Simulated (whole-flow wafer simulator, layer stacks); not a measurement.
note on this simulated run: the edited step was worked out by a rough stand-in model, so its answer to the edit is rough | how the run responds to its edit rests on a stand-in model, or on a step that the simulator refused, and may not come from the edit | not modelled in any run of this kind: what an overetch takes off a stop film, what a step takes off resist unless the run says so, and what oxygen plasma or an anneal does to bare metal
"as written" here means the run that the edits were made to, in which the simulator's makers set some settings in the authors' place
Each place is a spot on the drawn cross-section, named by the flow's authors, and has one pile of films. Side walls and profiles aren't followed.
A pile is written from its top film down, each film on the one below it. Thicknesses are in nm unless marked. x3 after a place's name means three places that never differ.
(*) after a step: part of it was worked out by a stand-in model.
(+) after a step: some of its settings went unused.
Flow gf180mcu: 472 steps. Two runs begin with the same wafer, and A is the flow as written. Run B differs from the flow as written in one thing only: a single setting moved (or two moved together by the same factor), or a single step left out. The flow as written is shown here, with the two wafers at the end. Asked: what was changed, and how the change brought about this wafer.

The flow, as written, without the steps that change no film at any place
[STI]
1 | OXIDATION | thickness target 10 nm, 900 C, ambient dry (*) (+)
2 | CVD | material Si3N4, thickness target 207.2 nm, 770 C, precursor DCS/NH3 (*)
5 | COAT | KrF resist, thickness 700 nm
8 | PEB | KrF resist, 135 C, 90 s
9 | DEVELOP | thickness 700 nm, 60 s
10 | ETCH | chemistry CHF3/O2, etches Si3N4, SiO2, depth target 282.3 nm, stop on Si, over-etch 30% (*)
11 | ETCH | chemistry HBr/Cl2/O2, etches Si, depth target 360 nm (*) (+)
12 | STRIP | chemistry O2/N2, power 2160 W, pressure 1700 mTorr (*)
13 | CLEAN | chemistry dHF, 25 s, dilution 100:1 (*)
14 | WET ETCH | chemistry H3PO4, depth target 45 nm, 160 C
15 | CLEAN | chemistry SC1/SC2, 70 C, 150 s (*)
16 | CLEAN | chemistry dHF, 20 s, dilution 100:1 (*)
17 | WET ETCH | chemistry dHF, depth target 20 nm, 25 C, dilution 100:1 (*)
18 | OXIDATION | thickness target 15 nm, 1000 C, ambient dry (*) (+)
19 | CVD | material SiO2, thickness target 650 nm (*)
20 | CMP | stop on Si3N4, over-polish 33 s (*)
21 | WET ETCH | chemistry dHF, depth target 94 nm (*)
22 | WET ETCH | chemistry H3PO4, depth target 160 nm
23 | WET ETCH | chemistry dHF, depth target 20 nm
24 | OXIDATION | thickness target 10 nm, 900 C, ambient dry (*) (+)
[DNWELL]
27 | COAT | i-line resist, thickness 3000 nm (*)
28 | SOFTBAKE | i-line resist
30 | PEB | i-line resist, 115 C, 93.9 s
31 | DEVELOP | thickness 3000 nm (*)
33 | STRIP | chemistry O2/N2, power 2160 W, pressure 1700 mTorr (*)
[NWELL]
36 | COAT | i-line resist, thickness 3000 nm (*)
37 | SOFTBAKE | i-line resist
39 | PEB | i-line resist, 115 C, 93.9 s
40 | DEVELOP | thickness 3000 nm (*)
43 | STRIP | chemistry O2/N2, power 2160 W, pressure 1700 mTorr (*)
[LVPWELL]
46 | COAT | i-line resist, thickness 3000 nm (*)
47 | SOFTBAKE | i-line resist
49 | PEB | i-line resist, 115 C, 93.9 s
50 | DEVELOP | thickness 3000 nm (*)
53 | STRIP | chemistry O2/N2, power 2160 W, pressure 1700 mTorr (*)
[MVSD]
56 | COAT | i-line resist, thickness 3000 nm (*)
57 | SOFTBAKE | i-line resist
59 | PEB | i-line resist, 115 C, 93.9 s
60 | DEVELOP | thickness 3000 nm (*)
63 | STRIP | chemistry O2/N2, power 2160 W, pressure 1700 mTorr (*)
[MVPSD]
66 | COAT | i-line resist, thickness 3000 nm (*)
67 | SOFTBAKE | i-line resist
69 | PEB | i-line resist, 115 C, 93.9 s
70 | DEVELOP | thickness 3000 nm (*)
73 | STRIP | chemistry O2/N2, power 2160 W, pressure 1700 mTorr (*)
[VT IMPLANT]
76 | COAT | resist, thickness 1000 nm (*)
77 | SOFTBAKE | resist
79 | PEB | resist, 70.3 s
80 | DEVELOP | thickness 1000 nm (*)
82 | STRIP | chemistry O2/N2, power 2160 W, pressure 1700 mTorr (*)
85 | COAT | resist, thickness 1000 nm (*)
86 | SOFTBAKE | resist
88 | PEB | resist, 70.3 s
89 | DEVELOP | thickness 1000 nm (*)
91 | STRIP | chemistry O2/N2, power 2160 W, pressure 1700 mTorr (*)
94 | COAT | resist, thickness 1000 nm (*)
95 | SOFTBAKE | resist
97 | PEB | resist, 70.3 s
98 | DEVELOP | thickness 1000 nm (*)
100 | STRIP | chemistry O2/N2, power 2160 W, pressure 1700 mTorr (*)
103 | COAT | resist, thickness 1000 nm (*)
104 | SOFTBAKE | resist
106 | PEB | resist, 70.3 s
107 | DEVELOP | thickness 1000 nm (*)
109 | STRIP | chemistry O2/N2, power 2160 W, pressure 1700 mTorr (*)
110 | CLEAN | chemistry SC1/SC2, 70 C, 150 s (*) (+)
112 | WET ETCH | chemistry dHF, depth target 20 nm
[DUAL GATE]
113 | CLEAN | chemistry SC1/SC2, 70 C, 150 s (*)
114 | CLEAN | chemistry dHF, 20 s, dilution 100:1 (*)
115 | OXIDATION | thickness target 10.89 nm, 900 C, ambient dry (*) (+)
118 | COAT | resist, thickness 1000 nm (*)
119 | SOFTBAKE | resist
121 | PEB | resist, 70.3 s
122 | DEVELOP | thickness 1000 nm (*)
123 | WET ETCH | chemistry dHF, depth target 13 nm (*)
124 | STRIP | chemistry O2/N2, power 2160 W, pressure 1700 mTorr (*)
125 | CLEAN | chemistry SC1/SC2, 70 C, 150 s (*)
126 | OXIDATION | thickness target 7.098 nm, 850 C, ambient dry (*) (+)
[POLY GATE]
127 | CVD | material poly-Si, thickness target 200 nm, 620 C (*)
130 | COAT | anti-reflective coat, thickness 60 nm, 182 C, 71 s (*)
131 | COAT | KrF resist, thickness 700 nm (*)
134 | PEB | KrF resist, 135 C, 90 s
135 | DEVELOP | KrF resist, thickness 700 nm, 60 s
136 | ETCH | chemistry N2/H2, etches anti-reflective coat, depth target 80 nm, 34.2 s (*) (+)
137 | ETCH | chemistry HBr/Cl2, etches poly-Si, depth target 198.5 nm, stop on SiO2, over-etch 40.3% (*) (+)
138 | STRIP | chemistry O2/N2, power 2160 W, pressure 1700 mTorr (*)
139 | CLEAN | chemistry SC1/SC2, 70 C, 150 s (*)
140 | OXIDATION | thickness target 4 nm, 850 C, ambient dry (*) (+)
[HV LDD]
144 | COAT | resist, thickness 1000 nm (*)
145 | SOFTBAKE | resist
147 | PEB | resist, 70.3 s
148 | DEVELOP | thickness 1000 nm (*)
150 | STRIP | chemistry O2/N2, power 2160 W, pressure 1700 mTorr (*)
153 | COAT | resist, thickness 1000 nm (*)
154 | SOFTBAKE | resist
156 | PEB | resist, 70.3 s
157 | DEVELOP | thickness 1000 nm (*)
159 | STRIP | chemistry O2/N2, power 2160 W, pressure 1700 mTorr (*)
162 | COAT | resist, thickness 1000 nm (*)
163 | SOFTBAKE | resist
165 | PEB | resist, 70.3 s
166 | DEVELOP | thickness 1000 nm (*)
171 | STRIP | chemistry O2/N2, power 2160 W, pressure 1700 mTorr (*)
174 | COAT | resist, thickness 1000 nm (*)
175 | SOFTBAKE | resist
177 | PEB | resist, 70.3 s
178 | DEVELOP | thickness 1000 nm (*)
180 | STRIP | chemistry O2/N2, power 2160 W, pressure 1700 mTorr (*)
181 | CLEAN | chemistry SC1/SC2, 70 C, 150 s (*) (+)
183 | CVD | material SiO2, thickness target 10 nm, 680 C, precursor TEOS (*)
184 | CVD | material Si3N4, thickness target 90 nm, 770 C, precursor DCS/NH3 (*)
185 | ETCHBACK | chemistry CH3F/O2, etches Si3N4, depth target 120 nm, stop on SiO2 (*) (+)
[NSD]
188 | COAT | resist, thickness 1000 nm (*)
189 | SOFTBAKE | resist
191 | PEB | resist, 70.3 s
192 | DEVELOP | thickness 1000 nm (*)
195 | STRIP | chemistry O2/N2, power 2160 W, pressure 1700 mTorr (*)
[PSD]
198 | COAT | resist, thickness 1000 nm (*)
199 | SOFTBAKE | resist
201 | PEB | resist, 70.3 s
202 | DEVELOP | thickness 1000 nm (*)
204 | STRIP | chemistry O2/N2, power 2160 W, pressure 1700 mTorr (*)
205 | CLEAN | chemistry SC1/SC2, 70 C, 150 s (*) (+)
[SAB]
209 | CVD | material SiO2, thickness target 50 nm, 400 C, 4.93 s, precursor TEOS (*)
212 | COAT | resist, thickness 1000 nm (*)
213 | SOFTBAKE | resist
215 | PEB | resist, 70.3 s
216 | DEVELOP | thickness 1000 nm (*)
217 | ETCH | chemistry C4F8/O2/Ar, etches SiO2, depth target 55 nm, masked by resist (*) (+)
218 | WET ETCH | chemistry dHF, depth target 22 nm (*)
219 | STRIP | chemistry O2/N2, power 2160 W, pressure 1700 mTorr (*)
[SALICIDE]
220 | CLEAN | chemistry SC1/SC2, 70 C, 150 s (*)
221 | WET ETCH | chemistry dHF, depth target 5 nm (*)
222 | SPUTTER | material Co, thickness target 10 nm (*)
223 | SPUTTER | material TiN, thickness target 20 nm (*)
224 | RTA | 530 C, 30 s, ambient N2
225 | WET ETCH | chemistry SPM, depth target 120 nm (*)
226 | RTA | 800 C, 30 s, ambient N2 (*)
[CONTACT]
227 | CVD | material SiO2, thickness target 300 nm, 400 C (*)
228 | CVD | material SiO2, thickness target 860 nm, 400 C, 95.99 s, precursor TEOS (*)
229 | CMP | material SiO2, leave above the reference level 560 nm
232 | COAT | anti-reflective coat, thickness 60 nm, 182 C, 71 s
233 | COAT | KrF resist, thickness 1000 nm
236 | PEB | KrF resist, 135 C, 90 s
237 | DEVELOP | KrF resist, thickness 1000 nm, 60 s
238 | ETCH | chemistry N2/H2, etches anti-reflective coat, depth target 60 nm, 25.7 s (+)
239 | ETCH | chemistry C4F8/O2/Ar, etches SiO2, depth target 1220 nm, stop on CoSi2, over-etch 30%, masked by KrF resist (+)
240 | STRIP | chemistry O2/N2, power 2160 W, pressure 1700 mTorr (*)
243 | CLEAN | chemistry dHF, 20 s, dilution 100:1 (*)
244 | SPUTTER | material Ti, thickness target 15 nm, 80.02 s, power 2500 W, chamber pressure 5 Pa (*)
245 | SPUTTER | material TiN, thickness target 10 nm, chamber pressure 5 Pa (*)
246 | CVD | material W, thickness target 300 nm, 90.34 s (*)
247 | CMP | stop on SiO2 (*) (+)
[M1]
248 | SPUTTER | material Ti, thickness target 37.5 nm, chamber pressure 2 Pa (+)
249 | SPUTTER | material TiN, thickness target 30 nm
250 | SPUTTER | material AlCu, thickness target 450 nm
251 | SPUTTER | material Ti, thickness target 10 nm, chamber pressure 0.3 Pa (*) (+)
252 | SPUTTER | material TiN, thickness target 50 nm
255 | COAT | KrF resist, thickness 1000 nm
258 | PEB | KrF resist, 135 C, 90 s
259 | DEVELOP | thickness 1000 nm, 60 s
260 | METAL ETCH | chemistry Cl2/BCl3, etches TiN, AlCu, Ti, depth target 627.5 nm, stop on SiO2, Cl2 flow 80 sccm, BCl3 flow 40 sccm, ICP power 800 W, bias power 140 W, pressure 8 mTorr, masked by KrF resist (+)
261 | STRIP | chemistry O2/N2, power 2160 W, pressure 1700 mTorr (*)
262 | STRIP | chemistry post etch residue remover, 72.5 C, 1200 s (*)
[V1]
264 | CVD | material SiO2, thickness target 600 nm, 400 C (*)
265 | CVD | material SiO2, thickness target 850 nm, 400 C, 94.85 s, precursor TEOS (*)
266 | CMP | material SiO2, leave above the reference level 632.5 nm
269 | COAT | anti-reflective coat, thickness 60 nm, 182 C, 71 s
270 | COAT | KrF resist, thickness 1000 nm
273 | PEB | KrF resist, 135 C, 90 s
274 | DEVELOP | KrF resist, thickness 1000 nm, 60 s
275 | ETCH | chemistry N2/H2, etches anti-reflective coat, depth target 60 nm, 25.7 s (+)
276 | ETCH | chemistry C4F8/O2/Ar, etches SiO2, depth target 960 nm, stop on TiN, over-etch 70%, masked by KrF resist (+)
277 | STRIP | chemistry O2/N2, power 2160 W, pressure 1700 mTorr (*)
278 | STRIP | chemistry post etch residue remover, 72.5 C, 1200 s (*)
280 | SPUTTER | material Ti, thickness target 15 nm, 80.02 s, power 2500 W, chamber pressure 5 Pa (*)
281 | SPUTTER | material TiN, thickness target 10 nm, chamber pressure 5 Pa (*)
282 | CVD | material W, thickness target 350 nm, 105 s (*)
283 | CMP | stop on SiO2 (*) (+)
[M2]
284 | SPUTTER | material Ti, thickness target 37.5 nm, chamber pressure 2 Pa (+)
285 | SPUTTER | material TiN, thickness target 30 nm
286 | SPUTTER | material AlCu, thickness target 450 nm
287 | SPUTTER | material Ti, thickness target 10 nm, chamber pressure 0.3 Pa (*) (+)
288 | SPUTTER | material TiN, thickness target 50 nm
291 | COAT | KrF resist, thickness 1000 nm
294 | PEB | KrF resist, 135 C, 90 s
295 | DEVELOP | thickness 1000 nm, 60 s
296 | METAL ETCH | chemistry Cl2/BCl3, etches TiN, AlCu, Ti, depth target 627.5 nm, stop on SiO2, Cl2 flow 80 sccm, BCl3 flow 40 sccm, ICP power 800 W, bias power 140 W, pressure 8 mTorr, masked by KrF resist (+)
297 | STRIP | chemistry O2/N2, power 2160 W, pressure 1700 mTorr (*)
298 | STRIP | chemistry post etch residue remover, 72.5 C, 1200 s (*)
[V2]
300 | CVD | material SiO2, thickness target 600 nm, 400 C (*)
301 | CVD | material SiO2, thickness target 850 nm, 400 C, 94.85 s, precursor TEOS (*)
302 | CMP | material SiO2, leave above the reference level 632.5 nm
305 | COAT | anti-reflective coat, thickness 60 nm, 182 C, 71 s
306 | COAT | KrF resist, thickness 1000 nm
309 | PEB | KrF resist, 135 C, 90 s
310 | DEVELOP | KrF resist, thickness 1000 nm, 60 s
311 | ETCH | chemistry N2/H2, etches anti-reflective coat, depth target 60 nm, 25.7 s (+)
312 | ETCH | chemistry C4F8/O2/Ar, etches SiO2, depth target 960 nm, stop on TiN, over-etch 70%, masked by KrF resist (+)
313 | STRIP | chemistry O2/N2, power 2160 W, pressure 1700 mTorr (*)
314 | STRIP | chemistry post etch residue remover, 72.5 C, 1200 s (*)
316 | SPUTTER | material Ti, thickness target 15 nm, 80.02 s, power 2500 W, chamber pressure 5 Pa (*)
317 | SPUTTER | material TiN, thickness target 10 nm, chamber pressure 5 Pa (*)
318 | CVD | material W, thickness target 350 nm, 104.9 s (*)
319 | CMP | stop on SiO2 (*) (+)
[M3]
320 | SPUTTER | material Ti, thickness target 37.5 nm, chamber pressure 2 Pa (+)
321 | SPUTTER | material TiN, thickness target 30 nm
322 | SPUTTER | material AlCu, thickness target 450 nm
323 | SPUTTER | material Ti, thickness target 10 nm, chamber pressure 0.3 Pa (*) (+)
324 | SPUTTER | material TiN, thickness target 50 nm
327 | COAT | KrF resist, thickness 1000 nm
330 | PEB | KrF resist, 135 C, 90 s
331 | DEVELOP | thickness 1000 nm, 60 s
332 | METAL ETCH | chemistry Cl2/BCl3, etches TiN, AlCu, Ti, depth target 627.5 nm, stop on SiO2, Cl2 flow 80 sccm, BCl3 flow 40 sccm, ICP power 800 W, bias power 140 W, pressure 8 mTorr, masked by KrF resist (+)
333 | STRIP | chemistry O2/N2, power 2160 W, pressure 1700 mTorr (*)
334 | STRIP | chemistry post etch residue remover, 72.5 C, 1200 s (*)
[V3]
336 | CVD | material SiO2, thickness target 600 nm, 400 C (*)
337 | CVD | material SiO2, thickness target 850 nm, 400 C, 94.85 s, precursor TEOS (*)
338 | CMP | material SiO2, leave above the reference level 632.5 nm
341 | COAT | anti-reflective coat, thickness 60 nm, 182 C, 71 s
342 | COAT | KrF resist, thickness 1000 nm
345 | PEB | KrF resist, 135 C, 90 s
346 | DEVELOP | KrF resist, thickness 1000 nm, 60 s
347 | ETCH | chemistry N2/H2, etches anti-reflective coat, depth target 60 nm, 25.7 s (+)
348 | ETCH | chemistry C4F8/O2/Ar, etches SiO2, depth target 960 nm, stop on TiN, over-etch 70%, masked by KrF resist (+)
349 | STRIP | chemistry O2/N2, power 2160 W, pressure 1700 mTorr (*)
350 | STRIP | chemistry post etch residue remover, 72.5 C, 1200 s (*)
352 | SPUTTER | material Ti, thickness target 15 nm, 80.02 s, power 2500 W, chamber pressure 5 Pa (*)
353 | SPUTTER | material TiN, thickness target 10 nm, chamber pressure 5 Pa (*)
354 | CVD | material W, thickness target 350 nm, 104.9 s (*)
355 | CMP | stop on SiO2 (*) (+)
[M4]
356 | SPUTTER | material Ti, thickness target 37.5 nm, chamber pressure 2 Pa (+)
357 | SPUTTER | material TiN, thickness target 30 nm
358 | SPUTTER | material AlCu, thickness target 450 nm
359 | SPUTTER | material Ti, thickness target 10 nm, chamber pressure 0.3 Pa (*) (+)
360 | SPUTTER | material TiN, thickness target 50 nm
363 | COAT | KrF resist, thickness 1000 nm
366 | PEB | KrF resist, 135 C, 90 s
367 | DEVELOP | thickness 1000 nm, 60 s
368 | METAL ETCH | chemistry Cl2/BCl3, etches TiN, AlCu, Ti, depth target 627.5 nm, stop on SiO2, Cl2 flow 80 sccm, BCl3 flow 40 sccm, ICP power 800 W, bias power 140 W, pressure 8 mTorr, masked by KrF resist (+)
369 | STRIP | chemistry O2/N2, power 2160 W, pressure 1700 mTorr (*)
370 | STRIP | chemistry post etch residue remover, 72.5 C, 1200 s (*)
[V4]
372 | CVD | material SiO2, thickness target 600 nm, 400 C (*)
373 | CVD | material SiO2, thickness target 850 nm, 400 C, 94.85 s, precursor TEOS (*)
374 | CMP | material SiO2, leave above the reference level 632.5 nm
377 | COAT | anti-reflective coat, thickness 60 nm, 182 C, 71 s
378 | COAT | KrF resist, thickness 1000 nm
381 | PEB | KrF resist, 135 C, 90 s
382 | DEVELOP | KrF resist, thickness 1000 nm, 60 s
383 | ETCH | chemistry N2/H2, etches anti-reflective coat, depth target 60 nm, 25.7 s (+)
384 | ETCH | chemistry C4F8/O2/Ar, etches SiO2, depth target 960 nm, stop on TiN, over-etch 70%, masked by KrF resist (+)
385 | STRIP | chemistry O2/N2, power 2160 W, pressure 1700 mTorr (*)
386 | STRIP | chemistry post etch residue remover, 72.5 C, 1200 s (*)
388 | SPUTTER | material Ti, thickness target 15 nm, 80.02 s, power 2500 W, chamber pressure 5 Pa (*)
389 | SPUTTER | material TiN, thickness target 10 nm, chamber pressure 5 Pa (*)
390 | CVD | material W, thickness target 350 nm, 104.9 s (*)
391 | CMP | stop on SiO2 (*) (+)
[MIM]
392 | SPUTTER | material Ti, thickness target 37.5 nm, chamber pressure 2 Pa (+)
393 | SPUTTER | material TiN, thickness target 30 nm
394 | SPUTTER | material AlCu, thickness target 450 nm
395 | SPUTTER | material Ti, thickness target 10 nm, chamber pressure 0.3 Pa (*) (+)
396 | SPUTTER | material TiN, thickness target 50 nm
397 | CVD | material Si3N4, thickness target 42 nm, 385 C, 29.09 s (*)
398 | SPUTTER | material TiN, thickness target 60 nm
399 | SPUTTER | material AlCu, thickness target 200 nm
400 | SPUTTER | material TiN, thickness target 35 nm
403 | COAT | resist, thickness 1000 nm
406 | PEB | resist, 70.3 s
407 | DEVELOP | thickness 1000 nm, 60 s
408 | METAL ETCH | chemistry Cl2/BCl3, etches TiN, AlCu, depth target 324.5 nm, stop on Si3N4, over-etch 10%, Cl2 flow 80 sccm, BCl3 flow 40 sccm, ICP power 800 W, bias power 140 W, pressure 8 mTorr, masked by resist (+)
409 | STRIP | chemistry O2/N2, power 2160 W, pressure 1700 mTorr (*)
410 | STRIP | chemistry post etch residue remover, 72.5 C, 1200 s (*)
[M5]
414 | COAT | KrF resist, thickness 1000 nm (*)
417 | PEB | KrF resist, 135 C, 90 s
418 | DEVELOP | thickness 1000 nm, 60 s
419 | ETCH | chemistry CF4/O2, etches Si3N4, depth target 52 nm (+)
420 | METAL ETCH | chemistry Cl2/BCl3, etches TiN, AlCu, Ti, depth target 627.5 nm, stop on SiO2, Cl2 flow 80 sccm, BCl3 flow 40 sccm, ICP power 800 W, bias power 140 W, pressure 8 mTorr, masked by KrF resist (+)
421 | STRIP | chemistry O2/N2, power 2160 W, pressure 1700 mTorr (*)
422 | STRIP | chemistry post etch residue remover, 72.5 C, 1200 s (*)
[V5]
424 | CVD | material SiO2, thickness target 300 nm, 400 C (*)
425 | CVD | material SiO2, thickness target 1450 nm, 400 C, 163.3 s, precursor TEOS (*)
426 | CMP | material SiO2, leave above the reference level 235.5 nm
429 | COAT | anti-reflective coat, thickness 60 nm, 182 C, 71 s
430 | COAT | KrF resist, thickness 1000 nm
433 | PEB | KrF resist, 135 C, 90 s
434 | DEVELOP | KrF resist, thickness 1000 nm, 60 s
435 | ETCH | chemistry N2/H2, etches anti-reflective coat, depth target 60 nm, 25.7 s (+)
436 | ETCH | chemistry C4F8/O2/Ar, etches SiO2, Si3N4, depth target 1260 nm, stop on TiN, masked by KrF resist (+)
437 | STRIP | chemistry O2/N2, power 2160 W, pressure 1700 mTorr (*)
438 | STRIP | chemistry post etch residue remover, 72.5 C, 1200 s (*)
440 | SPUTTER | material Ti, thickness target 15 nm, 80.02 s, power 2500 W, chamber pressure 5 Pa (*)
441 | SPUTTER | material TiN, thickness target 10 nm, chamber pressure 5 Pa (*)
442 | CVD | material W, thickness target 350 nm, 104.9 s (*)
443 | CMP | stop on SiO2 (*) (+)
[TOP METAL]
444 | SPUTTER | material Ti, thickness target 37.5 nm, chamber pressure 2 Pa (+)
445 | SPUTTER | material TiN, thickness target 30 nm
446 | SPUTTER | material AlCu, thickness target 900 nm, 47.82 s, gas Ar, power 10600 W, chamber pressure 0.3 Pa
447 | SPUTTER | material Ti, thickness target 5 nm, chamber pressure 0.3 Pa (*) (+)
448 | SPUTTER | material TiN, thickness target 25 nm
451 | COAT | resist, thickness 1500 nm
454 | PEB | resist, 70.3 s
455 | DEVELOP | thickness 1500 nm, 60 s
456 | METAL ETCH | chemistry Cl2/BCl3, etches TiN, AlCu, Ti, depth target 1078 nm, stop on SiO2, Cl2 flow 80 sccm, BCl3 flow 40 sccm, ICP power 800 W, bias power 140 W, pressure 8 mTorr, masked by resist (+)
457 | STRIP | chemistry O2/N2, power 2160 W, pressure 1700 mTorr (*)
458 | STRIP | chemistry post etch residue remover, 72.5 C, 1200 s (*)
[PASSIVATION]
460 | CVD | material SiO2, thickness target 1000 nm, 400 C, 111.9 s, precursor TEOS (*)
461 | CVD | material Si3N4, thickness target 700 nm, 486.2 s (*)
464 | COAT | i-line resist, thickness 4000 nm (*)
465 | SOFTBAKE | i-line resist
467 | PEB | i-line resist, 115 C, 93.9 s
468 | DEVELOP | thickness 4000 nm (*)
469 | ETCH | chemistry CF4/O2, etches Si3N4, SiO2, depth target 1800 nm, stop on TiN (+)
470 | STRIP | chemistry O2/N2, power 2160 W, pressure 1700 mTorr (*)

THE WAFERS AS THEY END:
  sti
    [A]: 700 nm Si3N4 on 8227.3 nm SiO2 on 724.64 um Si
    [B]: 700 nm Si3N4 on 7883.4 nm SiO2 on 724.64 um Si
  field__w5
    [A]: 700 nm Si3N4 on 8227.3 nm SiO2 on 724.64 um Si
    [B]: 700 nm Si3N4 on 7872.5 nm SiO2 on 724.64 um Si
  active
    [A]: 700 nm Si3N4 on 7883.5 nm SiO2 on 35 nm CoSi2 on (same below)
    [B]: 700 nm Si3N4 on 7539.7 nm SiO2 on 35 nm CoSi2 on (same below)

Cause: step 425, CVD: thickness target 798 nm was run, though the flow has thickness target 1450 nm; step 425, CVD: 89.8 s was run, where the flow has 163.3 s.

The path from the change to this, step by step:
  425 | CVD | material SiO2, thickness target 1450 nm, 400 C, 163.3 s, precursor TEOS (*)
      field, field__w1, field__w4 and 100 more: A +1450 SiO2 | B +805.8 SiO2
      field__w2, field__w3, field__w12 and 6 more: A +1421.8 SiO2 | B +790.7 SiO2
  426 | CMP | material SiO2, leave above the reference level 235.5 nm
      field, field__w1, field__w5 and 92 more: A -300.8 SiO2 | B nothing
      field__w2, field__w3, field__w12 and 6 more: A -272.7 SiO2 | B nothing
      (and at 8 other places as well)
  429 | COAT | anti-reflective coat, thickness 60 nm, 182 C, 71 s
      field_sub, field_sub__w2, field_sub__w3 and 8 more: A +60 anti-reflective coat (new film) | B +61.4 anti-reflective coat (new film)
      p_well, sti, gate, spacer, sd_n, pad, dice_street: A +60 anti-reflective coat (new film) | B +62.5 anti-reflective coat (new film)
      (and at 56 other places as well)
  430 | COAT | KrF resist, thickness 1000 nm
      field: A +1000 KrF resist (new film) | B +934.4 KrF resist (new film)
      field__w7: A +1000 KrF resist (new film) | B +1081.5 KrF resist (new film)
      (and at 26 other places as well)
  433 | PEB | KrF resist, 135 C, 90 s
      ppoly_u, npoly_sal: A -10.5 KrF resist | B -11.7 KrF resist
      polyc_n_rim, polyc_p_rim: A -10.5 KrF resist | B -14.1 KrF resist
      (and at 17 other places as well)
  434 | DEVELOP | KrF resist, thickness 1000 nm, 60 s
      contact: A -989.5 KrF resist (all of it) | B -789.1 KrF resist (all of it)
  435 | ETCH | chemistry N2/H2, etches anti-reflective coat, depth target 60 nm, 25.7 s (+)
      contact: A -60 anti-reflective coat (all of it), -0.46 SiO2 | B -11.4 anti-reflective coat (all of it), -1.71 SiO2
  437 | STRIP | chemistry O2/N2, power 2160 W, pressure 1700 mTorr (*)
      p_well, sti, spacer, sd_n, pad, dice_street: A -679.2 KrF resist (all of it), -60 anti-reflective coat (all of it) | B -679.9 KrF resist (all of it), -62.5 anti-reflective coat (all of it)
      field_sub__w3, ld_sd_p, ld_acc_p: A -679.2 KrF resist (all of it), -60 anti-reflective coat (all of it) | B -682.4 KrF resist (all of it), -61.4 anti-reflective coat (all of it)
      (and at 64 other places as well)
  440 | SPUTTER | material Ti, thickness target 15 nm, 80.02 s, power 2500 W, chamber pressure 5 Pa (*)
      field__w2: A +15 Ti (new film) | B +14.3 Ti (new film)
      contact: A +8.12 Ti (new film) | B +9.91 Ti (new film)
  441 | SPUTTER | material TiN, thickness target 10 nm, chamber pressure 5 Pa (*)
      contact: A +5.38 TiN (new film) | B +6.58 TiN (new film)
  442 | CVD | material W, thickness target 350 nm, 104.9 s (*)
      contact: A +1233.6 W (new film) | B +887.2 W (new film)
  443 | CMP | stop on SiO2 (*) (+)
      field__w3, field__w12, npoly_sal, ppoly_sal, nw_sep_fld, gate_hv5, gate_p_hv5, sti_nw: A -350 W (all of it), -10 TiN (all of it), -15 Ti (all of it), -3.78 SiO2 | B -350 W (all of it), -10 TiN (all of it), -4.19 Ti
      field__w2: A -350 W (all of it), -10 TiN (all of it), -15 Ti (all of it), -3.78 SiO2 | B -350.6 W (all of it), -9.52 TiN (all of it), -3.52 Ti
      (and at 7 other places as well)
  444 | SPUTTER | material Ti, thickness target 37.5 nm, chamber pressure 2 Pa (+)
      field__w2, field__w3, field__w12 and 6 more: A +37.5 Ti (new film) | B +37 Ti
  445 | SPUTTER | material TiN, thickness target 30 nm
      field__w2, field__w3, field__w12 and 6 more: A +30 TiN (new film) | B +29.1 TiN (new film)
  447 | SPUTTER | material Ti, thickness target 5 nm, chamber pressure 0.3 Pa (*) (+)
      field__w2: A +5 Ti (new film) | B +4.32 Ti (new film)
  448 | SPUTTER | material TiN, thickness target 25 nm
      field__w3, field__w12, npoly_sal, ppoly_sal, nw_sep_fld, gate_hv5, gate_p_hv5, sti_nw: A +25 TiN (new film) | B +24.3 TiN (new film)
      field__w2: A +25 TiN (new film) | B +21.5 TiN (new film)
  ... 9 further steps ...
  470 | STRIP | chemistry O2/N2, power 2160 W, pressure 1700 mTorr (*)
      field__w8, m1__w1: A -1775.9 i-line resist (all of it) | B -1459.3 i-line resist (all of it)
      m1: A -1798.9 i-line resist (all of it) | B -1473.9 i-line resist (all of it)
      (and at 3 other places as well)
